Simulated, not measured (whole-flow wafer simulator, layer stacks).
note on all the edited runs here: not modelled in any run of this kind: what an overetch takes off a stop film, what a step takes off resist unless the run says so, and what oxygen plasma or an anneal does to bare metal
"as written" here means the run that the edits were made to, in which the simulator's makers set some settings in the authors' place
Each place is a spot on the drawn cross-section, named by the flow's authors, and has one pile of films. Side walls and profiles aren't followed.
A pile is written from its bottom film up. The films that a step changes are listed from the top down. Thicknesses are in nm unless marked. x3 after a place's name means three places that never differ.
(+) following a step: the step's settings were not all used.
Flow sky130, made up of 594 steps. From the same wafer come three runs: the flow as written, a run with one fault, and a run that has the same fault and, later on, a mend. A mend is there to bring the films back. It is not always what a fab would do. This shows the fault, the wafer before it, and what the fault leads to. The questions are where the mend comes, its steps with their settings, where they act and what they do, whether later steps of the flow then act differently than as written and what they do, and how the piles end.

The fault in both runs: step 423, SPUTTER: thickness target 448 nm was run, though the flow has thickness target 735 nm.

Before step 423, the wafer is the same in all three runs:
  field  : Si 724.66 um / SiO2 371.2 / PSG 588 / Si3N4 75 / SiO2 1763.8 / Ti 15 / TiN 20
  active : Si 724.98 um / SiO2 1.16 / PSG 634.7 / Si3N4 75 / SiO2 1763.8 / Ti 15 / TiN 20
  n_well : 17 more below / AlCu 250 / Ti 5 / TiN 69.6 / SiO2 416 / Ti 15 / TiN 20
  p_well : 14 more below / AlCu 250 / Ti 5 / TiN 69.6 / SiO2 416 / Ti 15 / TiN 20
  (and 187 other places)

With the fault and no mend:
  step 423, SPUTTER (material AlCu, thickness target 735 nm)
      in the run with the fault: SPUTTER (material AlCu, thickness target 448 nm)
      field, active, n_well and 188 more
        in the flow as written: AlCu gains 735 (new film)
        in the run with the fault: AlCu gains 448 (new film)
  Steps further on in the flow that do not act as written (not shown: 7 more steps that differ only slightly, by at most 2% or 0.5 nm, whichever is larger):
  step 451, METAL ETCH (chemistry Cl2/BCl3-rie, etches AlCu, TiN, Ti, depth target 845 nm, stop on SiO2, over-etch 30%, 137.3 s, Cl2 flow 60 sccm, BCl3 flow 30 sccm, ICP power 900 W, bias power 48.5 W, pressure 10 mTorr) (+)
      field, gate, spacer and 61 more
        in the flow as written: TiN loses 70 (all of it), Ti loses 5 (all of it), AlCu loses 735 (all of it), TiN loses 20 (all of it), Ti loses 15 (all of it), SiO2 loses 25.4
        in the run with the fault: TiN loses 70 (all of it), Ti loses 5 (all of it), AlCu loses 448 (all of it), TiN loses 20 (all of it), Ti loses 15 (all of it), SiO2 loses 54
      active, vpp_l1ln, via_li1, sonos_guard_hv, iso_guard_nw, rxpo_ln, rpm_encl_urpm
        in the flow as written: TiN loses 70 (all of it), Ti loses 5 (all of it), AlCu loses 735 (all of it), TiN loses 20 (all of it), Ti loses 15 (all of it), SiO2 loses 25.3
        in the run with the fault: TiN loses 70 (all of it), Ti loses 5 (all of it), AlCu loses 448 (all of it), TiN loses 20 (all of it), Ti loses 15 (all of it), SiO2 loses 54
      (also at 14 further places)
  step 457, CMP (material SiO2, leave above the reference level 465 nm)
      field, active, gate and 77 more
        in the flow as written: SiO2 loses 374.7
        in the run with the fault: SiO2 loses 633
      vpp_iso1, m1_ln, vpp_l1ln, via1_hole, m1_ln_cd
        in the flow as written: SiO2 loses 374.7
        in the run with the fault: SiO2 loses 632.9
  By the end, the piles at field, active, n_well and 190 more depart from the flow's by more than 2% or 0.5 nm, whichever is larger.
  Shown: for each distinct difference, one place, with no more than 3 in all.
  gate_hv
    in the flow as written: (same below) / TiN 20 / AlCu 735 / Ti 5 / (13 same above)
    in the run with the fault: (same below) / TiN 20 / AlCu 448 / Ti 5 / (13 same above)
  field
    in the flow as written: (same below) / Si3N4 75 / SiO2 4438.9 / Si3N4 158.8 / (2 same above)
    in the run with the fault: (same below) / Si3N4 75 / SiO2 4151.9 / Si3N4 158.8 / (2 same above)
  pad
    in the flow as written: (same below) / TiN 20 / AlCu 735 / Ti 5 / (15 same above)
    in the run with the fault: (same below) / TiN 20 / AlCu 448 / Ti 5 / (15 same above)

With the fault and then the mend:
  The mend follows step 423.
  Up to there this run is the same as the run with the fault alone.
  step 423a, SPUTTER (material AlCu, thickness target 287 nm) (the flow's step 423, run once more with other settings)
      field, active, n_well and 188 more
        AlCu gains 287
  None of the later steps of the flow acts differently than as written at any place that is followed.
  The piles end the same as the flow's at every place that both follow.
